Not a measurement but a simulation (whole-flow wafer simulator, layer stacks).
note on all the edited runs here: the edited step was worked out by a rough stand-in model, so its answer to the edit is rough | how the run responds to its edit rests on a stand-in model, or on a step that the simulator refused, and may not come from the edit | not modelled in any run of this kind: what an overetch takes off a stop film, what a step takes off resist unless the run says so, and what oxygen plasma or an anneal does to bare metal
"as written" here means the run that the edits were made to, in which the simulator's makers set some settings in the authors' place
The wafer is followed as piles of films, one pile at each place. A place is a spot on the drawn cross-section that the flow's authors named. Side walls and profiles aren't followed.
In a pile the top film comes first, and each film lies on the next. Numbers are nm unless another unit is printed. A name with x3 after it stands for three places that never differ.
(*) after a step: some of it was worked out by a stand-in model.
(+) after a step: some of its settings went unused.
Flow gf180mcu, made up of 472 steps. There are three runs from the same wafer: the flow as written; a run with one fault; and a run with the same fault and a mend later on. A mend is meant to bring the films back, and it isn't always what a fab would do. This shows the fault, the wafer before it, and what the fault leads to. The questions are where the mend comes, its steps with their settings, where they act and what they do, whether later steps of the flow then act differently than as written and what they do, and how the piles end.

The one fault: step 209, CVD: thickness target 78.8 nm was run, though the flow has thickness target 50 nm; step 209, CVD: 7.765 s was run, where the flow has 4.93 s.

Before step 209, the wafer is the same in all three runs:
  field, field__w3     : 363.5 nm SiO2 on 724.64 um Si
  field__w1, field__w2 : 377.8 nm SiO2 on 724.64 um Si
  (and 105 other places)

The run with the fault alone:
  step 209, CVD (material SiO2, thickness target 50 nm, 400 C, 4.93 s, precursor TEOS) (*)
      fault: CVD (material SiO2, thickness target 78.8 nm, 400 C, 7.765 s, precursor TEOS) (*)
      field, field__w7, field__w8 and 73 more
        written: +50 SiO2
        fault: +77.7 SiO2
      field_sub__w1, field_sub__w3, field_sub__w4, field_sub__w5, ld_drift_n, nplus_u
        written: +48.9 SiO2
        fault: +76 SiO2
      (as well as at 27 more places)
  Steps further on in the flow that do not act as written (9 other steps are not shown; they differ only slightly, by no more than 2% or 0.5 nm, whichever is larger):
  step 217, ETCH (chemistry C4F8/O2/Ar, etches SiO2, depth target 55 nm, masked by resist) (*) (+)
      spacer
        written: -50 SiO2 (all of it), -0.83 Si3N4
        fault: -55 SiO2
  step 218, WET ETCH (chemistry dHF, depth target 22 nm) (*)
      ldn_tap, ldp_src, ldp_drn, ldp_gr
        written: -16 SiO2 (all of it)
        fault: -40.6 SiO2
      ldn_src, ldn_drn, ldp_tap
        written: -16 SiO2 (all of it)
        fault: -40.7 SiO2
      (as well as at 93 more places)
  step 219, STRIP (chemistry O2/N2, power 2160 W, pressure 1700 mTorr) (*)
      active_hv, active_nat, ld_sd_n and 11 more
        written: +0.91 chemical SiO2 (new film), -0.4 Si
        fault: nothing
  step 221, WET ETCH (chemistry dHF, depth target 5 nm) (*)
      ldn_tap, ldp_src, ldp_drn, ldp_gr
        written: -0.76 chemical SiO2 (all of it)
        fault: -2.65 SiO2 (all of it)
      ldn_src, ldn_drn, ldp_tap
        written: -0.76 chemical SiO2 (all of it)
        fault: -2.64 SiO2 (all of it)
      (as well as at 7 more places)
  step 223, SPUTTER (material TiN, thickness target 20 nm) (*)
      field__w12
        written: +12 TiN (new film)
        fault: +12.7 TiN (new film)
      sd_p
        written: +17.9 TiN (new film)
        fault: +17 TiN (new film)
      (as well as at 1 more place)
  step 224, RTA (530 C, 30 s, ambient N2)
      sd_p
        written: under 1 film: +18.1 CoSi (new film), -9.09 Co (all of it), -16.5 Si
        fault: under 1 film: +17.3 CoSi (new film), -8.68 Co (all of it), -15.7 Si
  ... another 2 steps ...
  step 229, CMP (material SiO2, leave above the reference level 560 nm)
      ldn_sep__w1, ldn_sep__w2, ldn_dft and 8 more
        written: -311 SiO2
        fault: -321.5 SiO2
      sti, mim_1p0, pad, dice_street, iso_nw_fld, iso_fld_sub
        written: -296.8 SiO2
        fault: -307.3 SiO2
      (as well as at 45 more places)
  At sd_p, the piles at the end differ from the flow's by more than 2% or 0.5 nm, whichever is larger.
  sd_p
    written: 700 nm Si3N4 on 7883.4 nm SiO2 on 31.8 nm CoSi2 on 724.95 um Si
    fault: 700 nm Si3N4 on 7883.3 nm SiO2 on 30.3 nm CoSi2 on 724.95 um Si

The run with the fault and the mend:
  The mend follows step 216.
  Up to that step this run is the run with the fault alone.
  step 217, ETCH (chemistry C4F8/O2/Ar, etches SiO2, depth target 83.8 nm, masked by resist) (*) (+) (the flow's step 217, as written with depth target 55 nm)
      field, field__w1, field__w2 and 96 more
        -83.8 SiO2
      field__w5, field__w9, field__w13 and 8 more
        -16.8 resist
      spacer
        -77.7 SiO2 (all of it), -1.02 Si3N4
  Steps further on in the flow that do not act as written (3 other steps are not shown; they differ only slightly, by no more than 2% or 0.5 nm, whichever is larger):
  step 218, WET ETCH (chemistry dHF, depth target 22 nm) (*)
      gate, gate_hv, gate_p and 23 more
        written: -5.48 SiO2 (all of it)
        mend: -4.34 SiO2 (all of it)
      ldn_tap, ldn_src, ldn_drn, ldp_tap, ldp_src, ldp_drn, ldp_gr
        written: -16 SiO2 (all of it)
        mend: -14.8 SiO2 (all of it)
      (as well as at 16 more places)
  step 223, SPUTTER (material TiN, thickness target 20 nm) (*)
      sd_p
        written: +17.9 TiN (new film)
        mend: +17 TiN (new film)
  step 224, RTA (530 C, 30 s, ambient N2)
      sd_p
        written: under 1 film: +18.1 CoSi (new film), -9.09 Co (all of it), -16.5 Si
        mend: under 1 film: +17.3 CoSi (new film), -8.68 Co (all of it), -15.7 Si
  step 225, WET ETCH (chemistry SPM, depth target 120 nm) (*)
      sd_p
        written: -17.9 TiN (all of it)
        mend: -17 TiN (all of it)
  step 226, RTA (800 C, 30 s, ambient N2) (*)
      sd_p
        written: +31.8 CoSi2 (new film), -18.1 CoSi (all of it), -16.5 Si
        mend: +30.3 CoSi2 (new film), -17.3 CoSi (all of it), -15.7 Si
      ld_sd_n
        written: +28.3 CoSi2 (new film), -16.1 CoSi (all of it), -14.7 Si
        mend: +28.9 CoSi2 (new film), -16.4 CoSi (all of it), -15 Si
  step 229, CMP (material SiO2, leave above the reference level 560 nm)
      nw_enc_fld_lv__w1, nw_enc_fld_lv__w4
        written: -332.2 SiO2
        mend: -358.9 SiO2
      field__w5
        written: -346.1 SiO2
        mend: -375.5 SiO2
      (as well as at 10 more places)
  At sd_p, ld_sd_n, the piles at the end differ from the flow's by more than 2% or 0.5 nm, whichever is larger.
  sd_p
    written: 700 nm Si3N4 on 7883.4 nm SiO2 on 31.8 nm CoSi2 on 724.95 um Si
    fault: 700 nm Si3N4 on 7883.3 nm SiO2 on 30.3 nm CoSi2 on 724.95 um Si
    mend: 700 nm Si3N4 on 7883.3 nm SiO2 on 30.3 nm CoSi2 on 724.95 um Si
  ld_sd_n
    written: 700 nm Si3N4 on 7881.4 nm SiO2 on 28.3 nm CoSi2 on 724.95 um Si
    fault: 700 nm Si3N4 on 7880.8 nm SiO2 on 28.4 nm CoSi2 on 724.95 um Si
    mend: 700 nm Si3N4 on 7881.4 nm SiO2 on 28.9 nm CoSi2 on 724.95 um Si
